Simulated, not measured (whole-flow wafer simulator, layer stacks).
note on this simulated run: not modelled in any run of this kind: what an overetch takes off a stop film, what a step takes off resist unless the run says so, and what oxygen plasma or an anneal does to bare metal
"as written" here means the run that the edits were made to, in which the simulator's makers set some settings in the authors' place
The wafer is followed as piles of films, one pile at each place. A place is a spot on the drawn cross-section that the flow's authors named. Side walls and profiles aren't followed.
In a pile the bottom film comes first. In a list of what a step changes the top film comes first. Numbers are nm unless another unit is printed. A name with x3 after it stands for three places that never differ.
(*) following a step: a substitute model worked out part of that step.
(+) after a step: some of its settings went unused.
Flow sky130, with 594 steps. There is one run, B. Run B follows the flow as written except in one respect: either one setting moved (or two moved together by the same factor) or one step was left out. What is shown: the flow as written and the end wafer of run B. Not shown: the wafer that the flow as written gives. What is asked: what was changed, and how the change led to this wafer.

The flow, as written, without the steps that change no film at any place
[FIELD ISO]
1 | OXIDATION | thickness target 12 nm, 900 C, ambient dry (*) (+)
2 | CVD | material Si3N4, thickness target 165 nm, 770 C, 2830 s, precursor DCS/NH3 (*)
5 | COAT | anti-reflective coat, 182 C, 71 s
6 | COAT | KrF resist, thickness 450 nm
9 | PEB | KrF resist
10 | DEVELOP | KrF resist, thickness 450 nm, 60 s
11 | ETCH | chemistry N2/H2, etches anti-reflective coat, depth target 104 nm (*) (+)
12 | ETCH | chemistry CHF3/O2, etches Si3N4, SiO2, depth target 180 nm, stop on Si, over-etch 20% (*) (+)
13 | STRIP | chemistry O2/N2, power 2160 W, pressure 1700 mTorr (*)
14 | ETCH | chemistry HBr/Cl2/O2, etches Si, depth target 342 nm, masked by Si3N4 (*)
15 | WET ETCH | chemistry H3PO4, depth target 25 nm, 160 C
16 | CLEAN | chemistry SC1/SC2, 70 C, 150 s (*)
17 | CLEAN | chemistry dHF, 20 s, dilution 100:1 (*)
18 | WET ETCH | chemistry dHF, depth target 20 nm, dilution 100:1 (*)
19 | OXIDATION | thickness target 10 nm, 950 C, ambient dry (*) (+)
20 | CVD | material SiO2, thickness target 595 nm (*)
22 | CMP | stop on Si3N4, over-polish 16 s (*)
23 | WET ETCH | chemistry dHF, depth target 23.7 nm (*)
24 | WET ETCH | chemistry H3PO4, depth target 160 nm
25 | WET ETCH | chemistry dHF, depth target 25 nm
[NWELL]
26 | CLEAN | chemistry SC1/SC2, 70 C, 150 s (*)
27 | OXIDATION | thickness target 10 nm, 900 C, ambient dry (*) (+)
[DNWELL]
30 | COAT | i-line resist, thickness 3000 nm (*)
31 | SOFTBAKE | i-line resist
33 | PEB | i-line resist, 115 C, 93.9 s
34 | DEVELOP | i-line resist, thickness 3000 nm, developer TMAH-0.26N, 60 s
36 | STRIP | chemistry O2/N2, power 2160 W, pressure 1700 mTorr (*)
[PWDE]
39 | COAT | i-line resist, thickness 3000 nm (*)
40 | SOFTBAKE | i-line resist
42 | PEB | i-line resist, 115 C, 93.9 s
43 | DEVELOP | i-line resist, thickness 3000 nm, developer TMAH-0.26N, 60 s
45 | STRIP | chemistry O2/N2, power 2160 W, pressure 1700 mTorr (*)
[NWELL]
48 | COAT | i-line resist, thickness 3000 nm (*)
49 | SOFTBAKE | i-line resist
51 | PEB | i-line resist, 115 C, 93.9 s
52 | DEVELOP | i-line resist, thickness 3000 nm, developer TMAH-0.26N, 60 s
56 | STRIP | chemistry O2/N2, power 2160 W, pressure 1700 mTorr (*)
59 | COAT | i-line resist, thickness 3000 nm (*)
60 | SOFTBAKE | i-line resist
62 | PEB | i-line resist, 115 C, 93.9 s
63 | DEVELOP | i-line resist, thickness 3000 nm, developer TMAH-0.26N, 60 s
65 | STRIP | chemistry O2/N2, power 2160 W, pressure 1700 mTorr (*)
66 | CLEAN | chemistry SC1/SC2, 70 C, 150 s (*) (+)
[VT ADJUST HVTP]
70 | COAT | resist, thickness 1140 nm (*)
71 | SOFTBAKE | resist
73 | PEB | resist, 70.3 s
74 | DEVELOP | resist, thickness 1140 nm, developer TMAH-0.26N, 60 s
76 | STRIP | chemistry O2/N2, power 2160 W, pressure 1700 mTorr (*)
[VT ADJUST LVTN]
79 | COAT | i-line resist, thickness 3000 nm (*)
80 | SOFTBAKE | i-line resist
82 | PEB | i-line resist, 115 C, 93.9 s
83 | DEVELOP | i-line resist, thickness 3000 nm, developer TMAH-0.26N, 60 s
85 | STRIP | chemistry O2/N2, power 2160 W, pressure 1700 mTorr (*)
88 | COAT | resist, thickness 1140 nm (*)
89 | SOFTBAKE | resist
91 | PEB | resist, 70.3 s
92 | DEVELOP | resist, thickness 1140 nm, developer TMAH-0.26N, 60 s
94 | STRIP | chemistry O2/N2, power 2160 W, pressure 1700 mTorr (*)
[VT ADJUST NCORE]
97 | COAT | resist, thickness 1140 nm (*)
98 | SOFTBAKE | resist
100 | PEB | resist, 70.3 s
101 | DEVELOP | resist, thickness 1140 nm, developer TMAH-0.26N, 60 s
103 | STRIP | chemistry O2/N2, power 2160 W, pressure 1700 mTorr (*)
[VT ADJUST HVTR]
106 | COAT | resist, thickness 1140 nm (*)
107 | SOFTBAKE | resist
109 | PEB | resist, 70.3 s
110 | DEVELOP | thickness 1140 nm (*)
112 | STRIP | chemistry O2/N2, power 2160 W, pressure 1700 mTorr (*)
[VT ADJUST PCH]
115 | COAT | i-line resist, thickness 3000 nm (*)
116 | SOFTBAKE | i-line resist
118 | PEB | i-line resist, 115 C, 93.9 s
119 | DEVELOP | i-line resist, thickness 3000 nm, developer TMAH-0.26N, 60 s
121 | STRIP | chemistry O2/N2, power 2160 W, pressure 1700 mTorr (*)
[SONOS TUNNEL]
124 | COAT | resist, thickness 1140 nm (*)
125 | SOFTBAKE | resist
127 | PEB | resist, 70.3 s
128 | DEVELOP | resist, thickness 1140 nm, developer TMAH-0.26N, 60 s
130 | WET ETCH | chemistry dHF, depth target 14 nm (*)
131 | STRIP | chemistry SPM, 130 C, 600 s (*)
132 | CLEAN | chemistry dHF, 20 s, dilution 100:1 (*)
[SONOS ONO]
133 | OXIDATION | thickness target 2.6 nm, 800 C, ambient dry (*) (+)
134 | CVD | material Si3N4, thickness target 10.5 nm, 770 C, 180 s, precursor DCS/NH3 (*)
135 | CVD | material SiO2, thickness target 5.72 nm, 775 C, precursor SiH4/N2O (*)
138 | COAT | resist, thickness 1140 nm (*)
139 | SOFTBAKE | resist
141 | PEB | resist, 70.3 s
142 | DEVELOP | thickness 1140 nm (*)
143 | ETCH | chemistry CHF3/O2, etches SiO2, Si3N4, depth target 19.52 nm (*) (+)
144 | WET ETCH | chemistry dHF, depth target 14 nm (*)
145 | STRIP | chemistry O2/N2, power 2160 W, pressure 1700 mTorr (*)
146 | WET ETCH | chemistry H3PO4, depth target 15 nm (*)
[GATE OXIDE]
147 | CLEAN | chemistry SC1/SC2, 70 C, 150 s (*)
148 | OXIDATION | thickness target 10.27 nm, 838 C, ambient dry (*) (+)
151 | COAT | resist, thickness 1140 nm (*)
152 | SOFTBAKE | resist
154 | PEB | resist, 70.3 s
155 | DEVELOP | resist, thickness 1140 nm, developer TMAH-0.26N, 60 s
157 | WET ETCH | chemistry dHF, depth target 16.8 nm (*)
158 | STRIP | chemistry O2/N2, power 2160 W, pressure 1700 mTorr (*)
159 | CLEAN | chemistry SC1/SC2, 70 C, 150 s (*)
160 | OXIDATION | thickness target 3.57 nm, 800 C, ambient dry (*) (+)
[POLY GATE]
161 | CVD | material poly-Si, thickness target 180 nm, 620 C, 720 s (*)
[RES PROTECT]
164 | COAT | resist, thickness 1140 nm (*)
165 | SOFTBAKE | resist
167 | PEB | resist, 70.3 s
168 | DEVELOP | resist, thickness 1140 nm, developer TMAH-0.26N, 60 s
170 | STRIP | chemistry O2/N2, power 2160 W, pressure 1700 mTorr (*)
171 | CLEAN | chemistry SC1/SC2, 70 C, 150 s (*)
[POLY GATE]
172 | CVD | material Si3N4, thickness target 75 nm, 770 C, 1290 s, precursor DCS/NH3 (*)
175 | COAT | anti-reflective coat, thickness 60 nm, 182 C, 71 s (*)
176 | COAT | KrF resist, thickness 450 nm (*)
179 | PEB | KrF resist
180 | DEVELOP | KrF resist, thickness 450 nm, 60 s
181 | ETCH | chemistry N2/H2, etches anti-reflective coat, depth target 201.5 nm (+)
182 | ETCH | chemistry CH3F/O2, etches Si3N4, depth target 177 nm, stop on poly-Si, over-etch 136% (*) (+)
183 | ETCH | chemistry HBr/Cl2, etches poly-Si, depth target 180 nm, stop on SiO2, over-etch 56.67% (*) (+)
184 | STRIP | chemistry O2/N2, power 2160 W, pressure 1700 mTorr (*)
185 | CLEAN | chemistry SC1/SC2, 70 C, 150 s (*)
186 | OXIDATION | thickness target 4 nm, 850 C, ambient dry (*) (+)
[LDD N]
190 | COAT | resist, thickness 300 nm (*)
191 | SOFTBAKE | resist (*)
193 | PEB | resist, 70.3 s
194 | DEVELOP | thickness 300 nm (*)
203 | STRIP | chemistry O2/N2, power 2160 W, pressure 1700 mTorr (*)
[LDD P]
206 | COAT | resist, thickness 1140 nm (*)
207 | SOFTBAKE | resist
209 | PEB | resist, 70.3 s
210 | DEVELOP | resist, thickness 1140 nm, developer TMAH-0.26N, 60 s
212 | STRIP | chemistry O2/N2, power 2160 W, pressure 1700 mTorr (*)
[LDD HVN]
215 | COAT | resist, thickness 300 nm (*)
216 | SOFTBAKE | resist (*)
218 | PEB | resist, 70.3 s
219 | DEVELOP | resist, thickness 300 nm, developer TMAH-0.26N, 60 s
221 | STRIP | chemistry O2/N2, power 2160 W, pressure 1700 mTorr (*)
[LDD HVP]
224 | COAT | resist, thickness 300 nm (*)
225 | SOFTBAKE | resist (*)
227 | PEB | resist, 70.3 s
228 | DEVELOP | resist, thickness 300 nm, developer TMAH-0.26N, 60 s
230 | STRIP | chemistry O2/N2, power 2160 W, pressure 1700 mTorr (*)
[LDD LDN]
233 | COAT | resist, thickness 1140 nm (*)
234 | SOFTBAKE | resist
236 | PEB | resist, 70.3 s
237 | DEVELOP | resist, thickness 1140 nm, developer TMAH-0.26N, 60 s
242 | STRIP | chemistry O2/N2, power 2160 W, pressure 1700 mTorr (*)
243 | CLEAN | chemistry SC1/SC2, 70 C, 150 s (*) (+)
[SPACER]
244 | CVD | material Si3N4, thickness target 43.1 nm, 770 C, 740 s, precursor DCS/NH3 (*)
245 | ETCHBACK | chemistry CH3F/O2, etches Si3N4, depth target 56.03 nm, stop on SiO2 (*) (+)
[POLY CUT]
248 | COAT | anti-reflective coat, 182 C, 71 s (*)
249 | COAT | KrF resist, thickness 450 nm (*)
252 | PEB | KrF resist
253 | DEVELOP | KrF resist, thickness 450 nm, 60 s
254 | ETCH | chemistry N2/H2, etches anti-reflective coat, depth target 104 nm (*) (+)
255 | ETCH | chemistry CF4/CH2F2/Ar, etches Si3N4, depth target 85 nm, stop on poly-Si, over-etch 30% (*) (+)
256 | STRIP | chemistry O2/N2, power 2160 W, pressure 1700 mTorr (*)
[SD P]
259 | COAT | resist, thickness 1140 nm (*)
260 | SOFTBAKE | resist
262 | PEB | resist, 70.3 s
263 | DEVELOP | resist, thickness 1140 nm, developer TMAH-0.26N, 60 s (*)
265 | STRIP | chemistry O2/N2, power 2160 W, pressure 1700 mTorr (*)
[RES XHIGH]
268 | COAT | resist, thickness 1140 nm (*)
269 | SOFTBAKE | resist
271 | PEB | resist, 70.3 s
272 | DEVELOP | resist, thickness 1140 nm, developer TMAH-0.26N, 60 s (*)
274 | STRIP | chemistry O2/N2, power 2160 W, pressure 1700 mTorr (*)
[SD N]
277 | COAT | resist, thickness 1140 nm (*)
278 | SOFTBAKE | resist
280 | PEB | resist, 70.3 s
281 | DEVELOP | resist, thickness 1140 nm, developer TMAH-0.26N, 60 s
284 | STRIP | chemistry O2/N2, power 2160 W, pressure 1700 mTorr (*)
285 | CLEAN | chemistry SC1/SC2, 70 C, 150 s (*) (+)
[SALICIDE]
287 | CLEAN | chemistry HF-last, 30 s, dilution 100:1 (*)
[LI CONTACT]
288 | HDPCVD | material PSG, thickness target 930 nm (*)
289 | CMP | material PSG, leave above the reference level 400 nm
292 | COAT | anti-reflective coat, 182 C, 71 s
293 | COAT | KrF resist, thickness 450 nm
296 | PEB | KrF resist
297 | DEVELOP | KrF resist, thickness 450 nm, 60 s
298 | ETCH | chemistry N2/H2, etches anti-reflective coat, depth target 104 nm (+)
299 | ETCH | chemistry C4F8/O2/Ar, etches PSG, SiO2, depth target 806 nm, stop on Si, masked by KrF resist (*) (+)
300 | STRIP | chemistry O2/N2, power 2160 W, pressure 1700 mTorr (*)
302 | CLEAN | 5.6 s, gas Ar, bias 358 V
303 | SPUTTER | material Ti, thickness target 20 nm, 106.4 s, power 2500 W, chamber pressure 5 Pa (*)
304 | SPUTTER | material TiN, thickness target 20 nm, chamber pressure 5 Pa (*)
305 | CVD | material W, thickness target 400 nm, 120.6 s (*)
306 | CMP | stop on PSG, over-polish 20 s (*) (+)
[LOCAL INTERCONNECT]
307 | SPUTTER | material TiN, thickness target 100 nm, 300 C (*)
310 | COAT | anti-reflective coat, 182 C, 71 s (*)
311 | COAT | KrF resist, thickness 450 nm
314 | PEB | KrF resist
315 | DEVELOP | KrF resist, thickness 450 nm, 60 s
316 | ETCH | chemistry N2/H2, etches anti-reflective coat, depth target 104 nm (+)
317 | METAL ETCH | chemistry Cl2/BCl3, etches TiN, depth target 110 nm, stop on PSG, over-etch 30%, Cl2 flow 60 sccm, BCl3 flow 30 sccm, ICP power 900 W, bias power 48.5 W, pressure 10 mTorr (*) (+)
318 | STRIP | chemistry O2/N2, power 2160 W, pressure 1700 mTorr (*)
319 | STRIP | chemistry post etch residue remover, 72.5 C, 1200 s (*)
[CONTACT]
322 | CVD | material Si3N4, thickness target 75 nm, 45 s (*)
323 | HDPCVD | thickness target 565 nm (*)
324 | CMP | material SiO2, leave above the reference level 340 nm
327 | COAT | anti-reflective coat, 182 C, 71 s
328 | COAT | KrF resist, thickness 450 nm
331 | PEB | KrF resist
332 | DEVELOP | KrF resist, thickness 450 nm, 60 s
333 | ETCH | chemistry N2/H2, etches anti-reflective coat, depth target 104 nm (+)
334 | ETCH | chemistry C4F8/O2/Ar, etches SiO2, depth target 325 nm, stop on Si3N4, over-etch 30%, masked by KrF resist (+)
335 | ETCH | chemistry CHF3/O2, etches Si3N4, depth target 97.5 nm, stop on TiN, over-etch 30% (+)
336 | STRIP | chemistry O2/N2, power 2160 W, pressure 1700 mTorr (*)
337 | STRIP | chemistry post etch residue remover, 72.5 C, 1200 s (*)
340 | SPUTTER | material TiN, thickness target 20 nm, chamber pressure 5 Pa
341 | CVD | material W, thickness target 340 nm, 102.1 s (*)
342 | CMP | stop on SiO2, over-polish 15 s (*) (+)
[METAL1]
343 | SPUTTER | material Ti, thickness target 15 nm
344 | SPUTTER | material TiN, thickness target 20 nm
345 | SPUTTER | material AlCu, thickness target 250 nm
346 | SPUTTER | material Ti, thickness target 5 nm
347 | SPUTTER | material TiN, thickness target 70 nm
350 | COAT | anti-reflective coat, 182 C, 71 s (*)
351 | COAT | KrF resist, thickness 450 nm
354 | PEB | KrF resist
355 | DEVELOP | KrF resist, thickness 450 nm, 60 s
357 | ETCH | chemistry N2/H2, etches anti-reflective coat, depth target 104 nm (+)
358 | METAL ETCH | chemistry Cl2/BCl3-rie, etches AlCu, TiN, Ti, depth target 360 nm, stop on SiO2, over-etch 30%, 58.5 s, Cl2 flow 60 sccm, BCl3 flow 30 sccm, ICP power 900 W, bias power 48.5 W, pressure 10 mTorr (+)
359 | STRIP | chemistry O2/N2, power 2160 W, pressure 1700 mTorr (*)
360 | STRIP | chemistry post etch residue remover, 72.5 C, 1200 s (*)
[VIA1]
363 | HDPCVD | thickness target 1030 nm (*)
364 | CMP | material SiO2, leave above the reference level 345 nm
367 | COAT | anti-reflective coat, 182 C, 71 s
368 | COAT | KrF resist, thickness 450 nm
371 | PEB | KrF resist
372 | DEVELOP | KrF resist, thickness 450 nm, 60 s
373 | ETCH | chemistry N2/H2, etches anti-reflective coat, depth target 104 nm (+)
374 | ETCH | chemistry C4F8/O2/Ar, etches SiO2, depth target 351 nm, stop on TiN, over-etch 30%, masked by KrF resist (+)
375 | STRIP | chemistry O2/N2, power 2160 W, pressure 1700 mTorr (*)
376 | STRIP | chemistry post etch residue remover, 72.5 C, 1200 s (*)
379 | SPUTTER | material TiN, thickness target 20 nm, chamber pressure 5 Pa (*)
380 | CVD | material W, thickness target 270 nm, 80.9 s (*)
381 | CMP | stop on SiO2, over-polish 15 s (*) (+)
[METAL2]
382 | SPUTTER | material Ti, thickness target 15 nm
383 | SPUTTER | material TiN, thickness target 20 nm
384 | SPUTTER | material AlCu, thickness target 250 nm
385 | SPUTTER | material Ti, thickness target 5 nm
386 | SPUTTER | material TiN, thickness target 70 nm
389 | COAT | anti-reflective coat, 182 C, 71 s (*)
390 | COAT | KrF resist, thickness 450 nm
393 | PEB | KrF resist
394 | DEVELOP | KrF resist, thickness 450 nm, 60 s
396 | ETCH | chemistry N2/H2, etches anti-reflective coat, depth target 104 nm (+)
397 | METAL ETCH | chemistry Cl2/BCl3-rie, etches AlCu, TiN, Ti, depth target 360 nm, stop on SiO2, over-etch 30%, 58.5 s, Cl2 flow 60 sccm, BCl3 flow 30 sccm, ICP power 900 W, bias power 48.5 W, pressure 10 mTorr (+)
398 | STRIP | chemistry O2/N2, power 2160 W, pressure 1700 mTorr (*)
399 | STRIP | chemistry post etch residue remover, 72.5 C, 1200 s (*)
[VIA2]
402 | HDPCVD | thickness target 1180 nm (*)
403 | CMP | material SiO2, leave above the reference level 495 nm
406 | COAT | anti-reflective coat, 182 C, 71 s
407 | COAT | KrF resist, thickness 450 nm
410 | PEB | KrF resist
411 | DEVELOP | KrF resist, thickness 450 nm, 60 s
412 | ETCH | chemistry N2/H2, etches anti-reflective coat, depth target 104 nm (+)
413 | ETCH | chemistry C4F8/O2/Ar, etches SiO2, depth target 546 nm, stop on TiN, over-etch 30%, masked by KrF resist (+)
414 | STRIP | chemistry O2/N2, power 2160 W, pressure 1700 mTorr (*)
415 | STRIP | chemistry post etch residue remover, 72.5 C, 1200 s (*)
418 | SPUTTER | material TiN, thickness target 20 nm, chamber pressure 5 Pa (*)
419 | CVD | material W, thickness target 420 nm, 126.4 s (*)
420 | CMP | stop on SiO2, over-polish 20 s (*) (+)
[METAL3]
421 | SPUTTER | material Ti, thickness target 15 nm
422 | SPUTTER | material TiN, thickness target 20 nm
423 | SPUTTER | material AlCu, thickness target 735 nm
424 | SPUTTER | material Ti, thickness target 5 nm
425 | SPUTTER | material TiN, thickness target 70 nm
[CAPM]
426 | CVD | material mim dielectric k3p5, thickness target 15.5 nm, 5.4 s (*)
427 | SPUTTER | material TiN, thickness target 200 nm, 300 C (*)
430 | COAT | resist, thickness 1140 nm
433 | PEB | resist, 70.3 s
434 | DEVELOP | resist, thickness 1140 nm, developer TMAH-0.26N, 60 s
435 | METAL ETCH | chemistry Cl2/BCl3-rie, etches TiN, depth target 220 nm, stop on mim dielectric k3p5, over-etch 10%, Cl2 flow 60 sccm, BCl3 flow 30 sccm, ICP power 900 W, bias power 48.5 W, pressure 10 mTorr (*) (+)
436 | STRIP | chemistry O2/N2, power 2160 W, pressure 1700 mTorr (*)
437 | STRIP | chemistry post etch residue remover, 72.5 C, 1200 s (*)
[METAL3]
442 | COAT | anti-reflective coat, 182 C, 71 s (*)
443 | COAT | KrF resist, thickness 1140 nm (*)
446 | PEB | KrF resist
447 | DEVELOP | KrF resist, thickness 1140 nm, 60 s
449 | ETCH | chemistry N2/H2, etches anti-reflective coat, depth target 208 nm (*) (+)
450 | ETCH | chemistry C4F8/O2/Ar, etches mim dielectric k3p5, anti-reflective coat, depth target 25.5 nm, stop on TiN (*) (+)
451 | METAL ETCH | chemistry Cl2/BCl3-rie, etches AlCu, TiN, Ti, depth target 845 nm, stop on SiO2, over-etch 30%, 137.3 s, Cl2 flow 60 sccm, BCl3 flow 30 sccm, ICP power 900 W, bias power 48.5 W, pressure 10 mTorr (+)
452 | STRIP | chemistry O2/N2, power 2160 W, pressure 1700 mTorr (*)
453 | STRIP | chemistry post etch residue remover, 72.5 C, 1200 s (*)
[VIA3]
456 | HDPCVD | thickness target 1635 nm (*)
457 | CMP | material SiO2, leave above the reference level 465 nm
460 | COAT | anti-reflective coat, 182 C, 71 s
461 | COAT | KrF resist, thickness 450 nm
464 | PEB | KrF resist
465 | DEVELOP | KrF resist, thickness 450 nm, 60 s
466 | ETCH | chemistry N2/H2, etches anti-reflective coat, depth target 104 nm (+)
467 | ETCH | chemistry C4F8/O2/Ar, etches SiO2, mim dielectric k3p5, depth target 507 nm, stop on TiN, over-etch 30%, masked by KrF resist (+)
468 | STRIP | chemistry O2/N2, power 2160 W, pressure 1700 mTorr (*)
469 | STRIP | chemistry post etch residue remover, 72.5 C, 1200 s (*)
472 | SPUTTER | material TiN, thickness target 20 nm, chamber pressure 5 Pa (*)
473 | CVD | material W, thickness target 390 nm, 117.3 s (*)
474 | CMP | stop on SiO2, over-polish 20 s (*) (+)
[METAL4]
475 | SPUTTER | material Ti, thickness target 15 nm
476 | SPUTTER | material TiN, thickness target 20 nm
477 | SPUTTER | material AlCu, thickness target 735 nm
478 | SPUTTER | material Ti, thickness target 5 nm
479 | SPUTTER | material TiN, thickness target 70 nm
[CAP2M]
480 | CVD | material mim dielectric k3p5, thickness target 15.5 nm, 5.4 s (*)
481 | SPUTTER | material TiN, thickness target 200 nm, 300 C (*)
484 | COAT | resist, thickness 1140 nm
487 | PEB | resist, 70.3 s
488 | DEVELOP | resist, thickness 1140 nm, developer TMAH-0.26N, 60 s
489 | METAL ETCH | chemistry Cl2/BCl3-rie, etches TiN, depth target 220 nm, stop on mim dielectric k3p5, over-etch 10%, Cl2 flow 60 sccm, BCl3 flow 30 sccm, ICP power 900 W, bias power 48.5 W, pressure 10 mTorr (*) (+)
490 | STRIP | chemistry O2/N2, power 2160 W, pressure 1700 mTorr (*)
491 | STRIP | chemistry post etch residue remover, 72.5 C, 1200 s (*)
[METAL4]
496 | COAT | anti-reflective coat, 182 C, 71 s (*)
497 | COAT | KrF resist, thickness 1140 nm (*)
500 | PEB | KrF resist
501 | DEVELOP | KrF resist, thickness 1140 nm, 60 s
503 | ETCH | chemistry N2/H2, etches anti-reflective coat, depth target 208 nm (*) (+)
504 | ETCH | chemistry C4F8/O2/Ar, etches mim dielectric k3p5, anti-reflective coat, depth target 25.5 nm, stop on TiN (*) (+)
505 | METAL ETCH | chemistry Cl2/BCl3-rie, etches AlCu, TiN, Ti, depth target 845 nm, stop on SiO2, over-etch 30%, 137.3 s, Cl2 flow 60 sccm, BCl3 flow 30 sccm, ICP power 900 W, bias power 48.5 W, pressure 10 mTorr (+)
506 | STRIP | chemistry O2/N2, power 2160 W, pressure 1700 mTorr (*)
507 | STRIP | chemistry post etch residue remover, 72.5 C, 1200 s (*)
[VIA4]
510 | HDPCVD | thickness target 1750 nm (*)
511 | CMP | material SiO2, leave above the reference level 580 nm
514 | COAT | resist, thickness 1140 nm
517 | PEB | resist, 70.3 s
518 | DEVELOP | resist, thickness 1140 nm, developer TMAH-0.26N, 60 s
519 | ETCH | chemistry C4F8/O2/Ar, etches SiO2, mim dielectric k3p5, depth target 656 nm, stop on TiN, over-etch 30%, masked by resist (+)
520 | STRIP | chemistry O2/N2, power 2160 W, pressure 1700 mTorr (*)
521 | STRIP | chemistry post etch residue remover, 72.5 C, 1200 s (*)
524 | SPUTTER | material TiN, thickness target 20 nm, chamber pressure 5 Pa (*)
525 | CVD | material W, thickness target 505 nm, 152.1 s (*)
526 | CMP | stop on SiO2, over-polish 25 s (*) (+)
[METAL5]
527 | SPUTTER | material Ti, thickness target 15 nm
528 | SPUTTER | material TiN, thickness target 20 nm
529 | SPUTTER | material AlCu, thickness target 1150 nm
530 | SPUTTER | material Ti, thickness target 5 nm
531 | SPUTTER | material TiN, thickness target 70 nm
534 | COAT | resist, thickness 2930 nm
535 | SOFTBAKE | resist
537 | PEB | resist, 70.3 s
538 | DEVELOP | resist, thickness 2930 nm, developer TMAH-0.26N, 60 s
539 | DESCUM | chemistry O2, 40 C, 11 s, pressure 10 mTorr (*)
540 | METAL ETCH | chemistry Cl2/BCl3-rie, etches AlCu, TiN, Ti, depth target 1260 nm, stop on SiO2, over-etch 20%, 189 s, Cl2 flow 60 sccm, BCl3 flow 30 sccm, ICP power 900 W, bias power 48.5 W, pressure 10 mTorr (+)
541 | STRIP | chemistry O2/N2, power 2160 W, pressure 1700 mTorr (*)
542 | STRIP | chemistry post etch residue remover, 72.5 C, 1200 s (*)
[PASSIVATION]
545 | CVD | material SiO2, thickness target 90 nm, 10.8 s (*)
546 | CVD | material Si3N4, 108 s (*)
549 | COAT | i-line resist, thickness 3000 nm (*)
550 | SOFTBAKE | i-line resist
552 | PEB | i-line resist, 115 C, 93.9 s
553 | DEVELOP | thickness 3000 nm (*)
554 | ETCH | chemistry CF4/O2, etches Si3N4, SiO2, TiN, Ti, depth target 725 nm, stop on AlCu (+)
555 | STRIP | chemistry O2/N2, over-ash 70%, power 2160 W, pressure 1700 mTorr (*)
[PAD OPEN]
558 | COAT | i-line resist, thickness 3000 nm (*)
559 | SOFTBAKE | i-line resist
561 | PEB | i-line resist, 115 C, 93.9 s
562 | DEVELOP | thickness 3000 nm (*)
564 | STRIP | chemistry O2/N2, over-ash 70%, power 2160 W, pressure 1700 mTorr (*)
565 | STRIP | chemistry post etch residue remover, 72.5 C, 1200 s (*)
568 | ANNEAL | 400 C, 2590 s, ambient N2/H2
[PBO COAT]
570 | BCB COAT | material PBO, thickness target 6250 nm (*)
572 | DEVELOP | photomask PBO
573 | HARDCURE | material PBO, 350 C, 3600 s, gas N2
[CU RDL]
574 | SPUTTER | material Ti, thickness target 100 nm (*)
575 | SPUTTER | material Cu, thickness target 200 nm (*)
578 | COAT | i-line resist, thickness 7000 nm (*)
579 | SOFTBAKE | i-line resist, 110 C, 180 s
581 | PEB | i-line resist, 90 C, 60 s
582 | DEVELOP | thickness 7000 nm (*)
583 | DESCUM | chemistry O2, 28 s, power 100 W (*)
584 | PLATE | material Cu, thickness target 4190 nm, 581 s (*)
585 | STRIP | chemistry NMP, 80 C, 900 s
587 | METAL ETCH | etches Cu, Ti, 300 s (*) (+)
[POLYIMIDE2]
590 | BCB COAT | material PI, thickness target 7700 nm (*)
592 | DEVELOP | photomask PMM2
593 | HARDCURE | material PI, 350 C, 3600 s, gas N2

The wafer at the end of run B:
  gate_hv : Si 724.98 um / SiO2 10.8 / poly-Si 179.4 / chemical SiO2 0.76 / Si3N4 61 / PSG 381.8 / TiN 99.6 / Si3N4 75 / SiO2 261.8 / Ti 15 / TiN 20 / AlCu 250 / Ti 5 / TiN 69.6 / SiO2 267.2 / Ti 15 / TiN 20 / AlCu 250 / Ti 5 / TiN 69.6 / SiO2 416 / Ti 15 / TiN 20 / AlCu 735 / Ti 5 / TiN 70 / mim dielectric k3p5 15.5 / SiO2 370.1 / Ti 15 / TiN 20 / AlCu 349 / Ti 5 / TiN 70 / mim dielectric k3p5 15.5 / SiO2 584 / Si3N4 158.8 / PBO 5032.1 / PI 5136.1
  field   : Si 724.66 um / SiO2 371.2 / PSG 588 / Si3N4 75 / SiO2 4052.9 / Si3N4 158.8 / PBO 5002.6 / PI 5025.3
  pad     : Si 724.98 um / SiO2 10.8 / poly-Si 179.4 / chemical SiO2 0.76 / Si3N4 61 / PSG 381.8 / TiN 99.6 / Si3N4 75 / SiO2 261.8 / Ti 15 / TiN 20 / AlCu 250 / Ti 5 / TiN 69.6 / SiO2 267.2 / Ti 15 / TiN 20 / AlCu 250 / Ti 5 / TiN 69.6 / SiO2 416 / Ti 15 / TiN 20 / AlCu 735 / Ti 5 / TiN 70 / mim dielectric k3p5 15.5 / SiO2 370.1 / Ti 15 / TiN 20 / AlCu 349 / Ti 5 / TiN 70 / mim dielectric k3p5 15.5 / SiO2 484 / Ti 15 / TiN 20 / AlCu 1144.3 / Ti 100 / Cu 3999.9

Cause: step 477, SPUTTER: thickness target 349 nm was run, though the flow has thickness target 735 nm.
The wafer lets one read it off: gate_hv has AlCu 349, and step 477 as written asks for 735 nm.

The path from the change to this, step by step:
  477 | SPUTTER | material AlCu, thickness target 735 nm
      field, active, n_well and 189 more: AlCu gains 349 (new film) (as written it would have been: AlCu gains 735 (new film))
  505 | METAL ETCH | chemistry Cl2/BCl3-rie, etches AlCu, TiN, Ti, depth target 845 nm, stop on SiO2, over-etch 30%, 137.3 s, Cl2 flow 60 sccm, BCl3 flow 30 sccm, ICP power 900 W, bias power 48.5 W, pressure 10 mTorr (+)
      field, gate, spacer and 61 more: TiN loses 70 (all of it), Ti loses 5 (all of it), AlCu loses 349 (all of it), TiN loses 20 (all of it), Ti loses 15 (all of it), SiO2 loses 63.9 (as written it would have been: TiN loses 70 (all of it), Ti loses 5 (all of it), AlCu loses 735 (all of it), TiN loses 20 (all of it), Ti loses 15 (all of it), SiO2 loses 25.4)
      vpp_iso1, m1_ln, poly_licon and 8 more: TiN loses 70 (all of it), Ti loses 5 (all of it), AlCu loses 349 (all of it), TiN loses 20 (all of it), Ti loses 15 (all of it), SiO2 loses 63.9 (as written it would have been: TiN loses 70 (all of it), Ti loses 5 (all of it), AlCu loses 735 (all of it), TiN loses 20 (all of it), Ti loses 15 (all of it), SiO2 loses 25.3)
      (and at 13 other places as well)
  511 | CMP | material SiO2, leave above the reference level 580 nm
      field, active, gate and 67 more: SiO2 loses 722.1 (as written it would have been: SiO2 loses 374.7)
      vpp_ln, vpp_iso2, mim_edge_plate and 7 more: SiO2 loses 722 (as written it would have been: SiO2 loses 374.7)
      (and at 8 other places as well)
